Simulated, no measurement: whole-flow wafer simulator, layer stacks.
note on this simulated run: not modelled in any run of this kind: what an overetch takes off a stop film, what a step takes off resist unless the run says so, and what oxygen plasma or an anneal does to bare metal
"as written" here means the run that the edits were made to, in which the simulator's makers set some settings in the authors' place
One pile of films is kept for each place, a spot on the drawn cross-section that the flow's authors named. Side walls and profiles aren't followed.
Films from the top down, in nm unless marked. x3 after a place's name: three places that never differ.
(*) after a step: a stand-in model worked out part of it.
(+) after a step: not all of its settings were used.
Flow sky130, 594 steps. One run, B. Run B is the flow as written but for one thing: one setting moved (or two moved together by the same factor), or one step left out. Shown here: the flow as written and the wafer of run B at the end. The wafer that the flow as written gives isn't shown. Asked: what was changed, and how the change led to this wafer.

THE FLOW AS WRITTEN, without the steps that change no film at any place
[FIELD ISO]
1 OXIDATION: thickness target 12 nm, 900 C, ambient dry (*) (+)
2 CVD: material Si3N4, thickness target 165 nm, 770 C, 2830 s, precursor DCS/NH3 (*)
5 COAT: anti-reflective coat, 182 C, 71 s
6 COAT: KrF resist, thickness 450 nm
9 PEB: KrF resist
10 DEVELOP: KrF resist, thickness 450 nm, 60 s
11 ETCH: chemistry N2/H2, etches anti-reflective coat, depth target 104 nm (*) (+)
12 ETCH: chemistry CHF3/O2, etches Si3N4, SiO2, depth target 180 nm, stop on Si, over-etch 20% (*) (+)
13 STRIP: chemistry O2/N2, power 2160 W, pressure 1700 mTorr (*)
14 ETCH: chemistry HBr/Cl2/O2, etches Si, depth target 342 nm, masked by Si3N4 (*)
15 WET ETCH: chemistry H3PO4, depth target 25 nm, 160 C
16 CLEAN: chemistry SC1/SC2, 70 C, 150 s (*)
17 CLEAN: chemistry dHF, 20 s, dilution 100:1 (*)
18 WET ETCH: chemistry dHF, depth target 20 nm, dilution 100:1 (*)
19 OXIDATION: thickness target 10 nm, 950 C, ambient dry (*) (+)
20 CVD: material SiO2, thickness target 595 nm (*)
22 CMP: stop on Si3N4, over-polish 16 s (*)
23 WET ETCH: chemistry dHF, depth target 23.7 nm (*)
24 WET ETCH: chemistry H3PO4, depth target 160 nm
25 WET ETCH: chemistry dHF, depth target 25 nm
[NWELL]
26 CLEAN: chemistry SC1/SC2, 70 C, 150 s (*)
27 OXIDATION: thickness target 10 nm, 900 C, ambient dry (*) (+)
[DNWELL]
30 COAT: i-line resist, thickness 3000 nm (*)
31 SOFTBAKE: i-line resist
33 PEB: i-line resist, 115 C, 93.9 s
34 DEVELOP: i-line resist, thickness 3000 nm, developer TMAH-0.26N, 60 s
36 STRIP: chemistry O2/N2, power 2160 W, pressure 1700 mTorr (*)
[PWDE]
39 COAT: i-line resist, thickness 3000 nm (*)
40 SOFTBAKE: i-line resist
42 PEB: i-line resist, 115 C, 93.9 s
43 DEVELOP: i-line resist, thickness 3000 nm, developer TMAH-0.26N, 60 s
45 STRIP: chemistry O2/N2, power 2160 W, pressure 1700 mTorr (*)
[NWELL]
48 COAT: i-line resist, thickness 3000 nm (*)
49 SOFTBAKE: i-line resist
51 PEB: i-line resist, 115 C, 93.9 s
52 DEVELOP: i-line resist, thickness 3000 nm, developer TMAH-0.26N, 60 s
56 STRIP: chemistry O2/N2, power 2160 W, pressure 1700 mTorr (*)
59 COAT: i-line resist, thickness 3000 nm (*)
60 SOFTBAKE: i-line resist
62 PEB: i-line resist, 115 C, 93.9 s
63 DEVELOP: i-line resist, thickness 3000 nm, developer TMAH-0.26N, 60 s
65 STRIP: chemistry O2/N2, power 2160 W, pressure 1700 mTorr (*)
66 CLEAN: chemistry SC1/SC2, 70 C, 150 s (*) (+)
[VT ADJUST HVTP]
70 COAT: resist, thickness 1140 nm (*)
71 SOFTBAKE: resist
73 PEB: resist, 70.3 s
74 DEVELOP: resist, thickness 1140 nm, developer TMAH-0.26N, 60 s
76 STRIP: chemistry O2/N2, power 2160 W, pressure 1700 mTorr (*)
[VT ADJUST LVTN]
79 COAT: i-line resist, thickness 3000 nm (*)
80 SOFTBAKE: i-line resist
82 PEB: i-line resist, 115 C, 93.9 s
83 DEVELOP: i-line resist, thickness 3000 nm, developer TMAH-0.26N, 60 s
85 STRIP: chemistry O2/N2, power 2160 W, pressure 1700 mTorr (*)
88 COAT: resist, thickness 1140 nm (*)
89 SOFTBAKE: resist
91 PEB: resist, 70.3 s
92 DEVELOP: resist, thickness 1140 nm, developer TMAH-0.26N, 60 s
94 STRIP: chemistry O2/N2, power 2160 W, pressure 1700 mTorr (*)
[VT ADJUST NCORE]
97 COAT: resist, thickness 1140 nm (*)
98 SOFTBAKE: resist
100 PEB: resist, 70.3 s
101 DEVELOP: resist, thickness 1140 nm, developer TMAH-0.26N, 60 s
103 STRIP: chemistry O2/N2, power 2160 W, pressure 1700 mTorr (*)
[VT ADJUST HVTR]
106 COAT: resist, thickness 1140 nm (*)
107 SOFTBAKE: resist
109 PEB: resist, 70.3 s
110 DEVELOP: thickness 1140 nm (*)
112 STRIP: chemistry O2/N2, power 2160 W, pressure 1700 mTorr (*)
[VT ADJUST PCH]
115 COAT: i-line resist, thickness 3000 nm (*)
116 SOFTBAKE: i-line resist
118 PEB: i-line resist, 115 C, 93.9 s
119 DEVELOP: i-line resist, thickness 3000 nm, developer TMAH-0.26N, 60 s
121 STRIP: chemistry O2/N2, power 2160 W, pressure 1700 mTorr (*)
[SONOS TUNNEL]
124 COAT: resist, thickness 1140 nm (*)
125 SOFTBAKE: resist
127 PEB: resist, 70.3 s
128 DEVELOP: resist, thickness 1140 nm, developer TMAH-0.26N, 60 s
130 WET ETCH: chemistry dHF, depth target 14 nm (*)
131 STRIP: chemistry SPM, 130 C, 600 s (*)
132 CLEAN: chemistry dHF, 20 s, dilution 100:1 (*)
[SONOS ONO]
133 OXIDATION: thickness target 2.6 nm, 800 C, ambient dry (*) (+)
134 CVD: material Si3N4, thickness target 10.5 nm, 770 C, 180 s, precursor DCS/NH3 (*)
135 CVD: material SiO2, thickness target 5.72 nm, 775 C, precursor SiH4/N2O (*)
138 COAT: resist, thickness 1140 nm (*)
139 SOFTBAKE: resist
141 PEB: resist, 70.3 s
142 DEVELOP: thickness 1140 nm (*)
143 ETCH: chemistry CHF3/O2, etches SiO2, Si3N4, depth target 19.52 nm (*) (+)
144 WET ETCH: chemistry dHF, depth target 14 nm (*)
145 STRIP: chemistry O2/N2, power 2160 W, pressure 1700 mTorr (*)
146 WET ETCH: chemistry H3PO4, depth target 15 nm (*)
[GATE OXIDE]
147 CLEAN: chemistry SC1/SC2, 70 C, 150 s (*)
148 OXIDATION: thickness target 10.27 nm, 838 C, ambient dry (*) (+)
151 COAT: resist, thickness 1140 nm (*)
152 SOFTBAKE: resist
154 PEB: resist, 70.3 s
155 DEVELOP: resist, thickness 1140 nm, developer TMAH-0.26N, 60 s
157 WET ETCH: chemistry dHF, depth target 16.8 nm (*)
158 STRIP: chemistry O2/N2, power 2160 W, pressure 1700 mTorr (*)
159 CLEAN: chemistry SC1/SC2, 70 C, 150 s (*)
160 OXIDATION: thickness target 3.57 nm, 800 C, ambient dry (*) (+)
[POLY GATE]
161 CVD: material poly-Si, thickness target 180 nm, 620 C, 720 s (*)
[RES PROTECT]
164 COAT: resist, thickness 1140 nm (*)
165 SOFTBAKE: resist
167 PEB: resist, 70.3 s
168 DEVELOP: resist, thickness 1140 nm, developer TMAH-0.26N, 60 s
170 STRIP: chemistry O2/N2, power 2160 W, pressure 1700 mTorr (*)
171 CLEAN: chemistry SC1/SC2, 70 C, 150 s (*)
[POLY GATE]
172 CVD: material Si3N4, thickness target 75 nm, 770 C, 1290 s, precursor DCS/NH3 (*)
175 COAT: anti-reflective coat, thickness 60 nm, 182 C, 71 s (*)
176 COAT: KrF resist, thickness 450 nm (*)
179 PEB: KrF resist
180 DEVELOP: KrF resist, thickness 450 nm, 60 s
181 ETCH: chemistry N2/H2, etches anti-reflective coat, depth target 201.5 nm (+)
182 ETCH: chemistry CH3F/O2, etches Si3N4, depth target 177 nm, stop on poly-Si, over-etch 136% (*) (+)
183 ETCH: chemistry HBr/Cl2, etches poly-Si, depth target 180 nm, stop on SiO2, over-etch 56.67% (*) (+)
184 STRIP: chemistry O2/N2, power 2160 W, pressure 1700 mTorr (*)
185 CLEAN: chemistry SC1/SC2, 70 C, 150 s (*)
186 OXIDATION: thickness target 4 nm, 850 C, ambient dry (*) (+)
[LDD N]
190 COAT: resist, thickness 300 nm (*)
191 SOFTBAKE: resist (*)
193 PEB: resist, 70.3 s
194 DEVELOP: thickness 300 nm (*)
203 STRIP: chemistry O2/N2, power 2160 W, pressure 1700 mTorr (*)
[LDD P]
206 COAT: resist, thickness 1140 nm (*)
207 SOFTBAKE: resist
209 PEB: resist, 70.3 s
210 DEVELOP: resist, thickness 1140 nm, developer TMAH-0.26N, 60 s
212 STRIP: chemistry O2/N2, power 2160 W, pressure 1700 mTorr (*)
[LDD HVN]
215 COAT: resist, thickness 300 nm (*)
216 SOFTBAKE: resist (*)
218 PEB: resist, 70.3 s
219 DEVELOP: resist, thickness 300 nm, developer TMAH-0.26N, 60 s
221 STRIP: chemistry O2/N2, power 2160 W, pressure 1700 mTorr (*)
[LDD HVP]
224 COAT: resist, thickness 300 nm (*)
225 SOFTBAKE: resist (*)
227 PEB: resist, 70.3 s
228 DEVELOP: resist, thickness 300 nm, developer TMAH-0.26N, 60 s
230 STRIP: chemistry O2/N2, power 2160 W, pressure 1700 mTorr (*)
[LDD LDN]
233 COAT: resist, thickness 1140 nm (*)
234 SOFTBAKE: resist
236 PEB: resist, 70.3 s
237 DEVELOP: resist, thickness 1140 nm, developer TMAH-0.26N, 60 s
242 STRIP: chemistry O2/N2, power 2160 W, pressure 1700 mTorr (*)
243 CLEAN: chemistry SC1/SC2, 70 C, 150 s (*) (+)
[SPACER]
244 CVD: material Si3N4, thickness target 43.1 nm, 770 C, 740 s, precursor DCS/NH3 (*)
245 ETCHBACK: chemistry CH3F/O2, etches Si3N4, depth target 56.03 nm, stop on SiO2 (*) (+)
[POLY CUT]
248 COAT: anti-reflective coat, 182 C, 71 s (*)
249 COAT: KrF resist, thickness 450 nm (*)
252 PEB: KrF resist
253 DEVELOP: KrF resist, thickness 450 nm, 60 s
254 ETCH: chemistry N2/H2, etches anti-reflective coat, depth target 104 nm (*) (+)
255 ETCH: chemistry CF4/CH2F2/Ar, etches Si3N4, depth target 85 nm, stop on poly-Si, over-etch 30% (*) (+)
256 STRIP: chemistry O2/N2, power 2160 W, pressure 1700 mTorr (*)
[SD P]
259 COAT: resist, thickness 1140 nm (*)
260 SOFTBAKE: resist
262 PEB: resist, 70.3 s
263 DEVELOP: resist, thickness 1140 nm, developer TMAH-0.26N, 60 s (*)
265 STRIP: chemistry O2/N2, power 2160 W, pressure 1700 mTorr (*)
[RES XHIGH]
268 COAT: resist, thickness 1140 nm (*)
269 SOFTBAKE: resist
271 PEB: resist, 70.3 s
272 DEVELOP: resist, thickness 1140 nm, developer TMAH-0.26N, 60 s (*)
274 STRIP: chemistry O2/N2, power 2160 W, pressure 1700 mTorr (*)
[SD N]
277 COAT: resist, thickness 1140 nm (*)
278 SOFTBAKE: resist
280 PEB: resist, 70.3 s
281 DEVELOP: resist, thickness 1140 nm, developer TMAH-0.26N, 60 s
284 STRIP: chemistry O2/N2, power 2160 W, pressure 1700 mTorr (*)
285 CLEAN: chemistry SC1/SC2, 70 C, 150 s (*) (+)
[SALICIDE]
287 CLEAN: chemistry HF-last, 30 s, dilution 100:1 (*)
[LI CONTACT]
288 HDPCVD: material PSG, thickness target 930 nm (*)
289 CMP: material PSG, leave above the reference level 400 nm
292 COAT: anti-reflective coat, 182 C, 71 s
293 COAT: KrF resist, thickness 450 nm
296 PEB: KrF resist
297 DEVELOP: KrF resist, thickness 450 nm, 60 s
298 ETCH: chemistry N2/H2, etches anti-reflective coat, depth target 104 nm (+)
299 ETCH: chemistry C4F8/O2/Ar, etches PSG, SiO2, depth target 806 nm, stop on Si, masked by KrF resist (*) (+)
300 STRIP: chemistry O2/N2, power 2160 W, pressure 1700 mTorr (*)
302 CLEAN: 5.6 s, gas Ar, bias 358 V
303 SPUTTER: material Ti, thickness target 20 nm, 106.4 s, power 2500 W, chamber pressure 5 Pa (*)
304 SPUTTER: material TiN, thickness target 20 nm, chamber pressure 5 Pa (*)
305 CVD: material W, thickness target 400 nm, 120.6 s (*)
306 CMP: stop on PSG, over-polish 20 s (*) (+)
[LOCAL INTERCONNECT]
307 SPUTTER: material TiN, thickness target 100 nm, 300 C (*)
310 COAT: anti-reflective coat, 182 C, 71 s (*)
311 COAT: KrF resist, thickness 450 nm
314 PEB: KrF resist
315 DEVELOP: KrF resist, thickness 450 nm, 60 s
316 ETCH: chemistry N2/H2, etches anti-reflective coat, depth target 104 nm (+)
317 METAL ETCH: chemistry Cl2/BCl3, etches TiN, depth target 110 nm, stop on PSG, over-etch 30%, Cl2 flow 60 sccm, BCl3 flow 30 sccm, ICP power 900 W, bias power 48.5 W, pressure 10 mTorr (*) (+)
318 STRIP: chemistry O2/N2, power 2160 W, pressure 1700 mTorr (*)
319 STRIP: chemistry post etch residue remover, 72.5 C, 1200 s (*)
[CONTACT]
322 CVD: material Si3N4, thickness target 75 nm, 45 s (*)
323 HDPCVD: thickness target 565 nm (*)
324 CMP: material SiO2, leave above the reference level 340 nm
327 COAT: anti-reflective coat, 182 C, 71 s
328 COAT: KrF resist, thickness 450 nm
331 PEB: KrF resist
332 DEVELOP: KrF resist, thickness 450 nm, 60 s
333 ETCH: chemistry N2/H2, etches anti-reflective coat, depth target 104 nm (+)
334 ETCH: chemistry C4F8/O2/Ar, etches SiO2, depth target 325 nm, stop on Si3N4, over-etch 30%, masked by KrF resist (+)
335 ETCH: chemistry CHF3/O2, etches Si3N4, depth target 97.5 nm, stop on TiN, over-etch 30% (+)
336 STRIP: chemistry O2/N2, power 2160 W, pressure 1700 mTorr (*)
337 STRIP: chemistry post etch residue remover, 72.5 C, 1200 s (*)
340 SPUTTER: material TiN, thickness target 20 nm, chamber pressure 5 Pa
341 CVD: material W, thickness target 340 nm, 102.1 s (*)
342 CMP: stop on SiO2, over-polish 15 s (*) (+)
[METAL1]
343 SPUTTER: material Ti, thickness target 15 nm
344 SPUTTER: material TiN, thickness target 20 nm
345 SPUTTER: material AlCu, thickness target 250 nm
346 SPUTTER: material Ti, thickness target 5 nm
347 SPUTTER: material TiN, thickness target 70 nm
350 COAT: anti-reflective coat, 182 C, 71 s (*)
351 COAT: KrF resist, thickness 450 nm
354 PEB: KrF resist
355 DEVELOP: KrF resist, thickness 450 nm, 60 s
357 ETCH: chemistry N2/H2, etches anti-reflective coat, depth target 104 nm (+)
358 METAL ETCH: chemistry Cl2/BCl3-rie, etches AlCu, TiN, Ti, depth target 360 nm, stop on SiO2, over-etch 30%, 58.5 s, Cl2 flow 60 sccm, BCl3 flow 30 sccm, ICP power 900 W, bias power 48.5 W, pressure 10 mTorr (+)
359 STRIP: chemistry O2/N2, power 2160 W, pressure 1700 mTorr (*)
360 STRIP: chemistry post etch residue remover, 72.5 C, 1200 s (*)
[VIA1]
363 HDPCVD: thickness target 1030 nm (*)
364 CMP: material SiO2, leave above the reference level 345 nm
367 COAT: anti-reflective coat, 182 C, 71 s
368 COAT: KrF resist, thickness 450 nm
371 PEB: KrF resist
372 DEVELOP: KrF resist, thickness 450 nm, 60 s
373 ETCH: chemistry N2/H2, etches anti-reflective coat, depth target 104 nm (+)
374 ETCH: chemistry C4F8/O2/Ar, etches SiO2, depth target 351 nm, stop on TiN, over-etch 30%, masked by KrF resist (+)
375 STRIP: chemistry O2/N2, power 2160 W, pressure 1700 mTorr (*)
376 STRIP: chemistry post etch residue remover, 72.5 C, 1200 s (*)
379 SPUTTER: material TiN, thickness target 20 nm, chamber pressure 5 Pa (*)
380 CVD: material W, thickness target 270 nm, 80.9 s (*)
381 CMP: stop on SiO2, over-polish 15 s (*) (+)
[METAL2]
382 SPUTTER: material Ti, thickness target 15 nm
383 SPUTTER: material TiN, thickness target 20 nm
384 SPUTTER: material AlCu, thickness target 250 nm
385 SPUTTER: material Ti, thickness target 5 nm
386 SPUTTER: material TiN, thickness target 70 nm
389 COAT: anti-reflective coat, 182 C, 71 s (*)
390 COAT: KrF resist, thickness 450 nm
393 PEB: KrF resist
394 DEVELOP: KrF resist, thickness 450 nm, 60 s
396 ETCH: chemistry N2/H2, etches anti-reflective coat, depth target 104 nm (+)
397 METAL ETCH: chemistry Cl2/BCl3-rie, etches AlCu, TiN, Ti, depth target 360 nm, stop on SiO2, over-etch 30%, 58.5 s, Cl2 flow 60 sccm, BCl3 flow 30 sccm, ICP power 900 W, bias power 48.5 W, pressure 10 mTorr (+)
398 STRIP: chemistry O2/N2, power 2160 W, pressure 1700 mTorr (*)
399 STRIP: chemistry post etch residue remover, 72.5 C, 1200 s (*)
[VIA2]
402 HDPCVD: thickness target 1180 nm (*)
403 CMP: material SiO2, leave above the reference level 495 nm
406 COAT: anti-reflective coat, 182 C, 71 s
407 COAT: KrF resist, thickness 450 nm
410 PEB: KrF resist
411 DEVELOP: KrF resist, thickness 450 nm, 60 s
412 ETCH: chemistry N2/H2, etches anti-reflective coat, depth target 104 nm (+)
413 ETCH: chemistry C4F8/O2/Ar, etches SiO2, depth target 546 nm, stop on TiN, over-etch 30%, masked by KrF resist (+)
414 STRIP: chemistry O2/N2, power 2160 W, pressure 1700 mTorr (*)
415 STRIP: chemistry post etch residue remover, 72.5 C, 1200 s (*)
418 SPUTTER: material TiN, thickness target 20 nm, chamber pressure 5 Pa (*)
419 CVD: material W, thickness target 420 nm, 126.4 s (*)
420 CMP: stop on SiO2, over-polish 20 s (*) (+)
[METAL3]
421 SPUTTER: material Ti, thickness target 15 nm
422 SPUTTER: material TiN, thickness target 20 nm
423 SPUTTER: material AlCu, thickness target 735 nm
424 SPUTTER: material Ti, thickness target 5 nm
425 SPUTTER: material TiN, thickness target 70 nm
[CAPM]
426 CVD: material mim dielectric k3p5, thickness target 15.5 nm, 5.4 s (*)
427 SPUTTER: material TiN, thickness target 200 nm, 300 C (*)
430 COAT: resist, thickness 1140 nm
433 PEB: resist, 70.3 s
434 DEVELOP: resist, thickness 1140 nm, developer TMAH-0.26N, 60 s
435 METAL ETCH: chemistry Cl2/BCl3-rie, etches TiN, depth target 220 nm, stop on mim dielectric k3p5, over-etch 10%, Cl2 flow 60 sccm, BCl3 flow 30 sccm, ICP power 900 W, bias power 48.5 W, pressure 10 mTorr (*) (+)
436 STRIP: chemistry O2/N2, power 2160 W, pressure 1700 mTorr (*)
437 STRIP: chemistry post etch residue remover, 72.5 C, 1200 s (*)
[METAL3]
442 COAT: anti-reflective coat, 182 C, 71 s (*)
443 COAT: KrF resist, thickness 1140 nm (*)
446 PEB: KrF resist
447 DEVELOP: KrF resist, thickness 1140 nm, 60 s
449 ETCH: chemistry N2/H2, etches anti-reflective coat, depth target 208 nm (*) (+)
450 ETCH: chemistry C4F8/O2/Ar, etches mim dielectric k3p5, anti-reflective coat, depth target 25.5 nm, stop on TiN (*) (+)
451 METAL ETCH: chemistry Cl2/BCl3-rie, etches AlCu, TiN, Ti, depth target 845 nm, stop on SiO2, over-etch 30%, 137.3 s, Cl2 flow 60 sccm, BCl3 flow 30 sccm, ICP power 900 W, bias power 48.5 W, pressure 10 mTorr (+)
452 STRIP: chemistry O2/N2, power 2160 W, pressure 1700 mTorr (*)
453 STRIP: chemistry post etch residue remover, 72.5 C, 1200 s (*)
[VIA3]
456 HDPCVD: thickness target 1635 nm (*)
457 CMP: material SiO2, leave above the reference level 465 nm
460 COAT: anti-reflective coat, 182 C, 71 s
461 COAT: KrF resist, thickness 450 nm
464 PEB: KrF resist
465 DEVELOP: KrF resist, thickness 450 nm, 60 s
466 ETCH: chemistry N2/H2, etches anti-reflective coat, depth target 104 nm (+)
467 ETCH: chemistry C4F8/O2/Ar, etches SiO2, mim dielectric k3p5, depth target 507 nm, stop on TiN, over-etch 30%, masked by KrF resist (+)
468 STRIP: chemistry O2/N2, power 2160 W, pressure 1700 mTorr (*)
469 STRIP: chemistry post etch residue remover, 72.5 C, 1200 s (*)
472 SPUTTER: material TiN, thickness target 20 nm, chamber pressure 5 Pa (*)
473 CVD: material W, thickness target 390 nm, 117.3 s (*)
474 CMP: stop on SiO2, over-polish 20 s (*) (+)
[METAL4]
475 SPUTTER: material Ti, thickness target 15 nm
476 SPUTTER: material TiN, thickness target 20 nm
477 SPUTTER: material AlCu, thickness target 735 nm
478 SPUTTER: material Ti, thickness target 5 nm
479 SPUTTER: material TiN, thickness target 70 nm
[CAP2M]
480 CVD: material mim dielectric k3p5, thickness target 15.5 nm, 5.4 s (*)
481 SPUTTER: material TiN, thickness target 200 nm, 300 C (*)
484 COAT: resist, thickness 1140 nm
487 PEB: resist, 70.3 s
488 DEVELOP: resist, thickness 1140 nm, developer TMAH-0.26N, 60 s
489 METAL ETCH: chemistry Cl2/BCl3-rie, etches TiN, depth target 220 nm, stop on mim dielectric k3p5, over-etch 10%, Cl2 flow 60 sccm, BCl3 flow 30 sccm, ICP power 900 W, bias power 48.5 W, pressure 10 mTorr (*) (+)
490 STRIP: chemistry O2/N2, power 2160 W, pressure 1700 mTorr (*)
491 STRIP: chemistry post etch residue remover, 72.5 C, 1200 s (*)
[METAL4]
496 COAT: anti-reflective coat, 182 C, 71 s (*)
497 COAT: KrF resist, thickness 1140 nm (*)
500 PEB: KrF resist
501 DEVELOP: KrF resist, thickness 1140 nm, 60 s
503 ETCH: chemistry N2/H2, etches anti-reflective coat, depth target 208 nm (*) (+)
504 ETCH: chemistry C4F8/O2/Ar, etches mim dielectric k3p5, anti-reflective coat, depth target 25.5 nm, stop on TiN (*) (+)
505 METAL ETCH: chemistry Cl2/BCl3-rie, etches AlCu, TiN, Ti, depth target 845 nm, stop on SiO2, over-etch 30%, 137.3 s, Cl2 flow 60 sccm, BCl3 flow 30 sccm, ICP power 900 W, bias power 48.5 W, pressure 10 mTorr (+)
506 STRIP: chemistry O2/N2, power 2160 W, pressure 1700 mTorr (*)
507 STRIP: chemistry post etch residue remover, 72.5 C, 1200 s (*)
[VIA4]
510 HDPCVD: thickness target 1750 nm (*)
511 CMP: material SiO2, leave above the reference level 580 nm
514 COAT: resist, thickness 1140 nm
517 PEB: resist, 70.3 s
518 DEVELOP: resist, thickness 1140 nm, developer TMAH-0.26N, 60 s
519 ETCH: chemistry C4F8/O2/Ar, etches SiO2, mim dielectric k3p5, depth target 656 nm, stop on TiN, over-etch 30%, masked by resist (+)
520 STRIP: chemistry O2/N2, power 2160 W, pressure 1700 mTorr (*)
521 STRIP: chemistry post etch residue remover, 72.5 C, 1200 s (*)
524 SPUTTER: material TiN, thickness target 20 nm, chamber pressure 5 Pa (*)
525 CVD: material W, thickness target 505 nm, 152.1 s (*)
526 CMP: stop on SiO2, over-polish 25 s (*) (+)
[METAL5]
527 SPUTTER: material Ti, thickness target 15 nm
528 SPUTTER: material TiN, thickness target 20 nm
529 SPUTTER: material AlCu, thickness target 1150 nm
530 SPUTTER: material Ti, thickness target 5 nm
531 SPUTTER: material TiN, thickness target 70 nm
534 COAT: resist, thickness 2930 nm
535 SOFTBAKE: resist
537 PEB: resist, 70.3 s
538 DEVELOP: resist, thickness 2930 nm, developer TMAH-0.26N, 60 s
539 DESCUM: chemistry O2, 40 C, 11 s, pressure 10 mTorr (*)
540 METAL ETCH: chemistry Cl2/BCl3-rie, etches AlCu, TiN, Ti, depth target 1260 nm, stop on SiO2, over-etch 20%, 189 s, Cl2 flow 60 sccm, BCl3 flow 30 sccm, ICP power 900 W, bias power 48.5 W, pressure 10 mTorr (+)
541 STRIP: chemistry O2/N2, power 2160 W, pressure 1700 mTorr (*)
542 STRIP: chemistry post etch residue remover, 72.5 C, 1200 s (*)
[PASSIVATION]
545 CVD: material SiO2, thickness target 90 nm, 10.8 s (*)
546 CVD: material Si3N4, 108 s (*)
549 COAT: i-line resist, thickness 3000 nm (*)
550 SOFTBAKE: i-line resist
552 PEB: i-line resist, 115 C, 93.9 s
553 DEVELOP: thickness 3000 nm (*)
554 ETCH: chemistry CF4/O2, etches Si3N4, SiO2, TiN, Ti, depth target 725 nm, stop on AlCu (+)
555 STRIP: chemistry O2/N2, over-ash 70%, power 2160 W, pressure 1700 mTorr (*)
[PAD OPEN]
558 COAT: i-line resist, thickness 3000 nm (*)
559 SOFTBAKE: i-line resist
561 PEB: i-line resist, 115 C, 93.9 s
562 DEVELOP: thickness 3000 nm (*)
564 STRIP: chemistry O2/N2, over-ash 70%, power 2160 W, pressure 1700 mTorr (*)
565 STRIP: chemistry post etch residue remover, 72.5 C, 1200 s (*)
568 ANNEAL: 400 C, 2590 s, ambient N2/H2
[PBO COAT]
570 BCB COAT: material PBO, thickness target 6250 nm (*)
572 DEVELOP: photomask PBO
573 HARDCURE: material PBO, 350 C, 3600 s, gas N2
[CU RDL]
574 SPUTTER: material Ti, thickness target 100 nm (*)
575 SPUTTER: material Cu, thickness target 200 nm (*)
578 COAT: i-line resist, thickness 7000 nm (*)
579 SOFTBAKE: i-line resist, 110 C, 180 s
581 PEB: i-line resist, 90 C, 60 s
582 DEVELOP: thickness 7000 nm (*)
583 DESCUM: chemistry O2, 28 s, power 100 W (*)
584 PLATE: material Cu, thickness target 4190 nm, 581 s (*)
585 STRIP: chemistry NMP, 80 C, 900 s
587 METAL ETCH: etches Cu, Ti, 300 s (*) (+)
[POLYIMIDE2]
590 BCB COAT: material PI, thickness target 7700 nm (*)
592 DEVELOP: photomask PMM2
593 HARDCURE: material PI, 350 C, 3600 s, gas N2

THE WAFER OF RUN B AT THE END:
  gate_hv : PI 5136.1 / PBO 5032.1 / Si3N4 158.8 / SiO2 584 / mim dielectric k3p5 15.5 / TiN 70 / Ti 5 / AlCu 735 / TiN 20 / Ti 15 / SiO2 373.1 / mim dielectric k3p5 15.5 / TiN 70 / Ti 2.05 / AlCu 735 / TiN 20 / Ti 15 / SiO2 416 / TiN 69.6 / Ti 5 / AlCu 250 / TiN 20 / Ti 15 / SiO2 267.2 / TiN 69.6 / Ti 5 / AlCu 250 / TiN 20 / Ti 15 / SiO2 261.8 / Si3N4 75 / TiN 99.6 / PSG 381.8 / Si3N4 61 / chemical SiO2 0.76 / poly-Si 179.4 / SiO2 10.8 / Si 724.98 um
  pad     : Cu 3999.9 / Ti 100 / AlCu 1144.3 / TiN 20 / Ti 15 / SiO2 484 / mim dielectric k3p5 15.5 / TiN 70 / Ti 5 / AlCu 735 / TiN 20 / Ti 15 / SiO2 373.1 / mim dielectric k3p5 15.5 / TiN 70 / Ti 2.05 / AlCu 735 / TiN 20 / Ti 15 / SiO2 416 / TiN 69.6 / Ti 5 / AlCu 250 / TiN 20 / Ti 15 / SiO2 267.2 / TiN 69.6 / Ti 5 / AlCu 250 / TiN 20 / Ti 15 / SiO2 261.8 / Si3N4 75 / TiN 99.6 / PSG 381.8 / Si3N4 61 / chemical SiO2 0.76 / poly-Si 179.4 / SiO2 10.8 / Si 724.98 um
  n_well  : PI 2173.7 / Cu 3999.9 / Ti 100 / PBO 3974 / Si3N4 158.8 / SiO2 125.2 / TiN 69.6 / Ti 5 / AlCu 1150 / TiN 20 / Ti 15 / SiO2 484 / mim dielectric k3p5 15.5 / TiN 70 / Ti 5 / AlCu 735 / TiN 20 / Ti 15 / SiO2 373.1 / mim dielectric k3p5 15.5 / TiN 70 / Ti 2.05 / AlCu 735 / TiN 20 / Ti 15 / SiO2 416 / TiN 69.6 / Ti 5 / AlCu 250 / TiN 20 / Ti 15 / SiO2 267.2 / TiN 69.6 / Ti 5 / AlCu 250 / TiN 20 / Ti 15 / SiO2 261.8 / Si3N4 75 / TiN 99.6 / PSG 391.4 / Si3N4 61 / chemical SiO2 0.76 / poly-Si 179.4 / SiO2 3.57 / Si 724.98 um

The cause: step 424, SPUTTER: thickness target 2.05 nm was run, where the flow has thickness target 5 nm.
It can be read off the wafer: gate_hv has Ti 2.05, and step 424 as written asks for 5 nm.

How the change led to this, step by step:
  424 SPUTTER: material Ti, thickness target 5 nm
      field, active, n_well and 188 more: Ti +2.05 (new film) (as written it would be: Ti +5 (new film))
  451 METAL ETCH: chemistry Cl2/BCl3-rie, etches AlCu, TiN, Ti, depth target 845 nm, stop on SiO2, over-etch 30%, 137.3 s, Cl2 flow 60 sccm, BCl3 flow 30 sccm, ICP power 900 W, bias power 48.5 W, pressure 10 mTorr (+)
      field, gate, spacer and 68 more: TiN -70 (all of it), Ti -2.05 (all of it), AlCu -735 (all of it), TiN -20 (all of it), Ti -15 (all of it), SiO2 -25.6 (as written it would be: TiN -70 (all of it), Ti -5 (all of it), AlCu -735 (all of it), TiN -20 (all of it), Ti -15 (all of it), SiO2 -25.4)
      active, vpp_ln, vpp_iso2 and 11 more: TiN -70 (all of it), Ti -2.05 (all of it), AlCu -735 (all of it), TiN -20 (all of it), Ti -15 (all of it), SiO2 -25.6 (as written it would be: TiN -70 (all of it), Ti -5 (all of it), AlCu -735 (all of it), TiN -20 (all of it), Ti -15 (all of it), SiO2 -25.3)
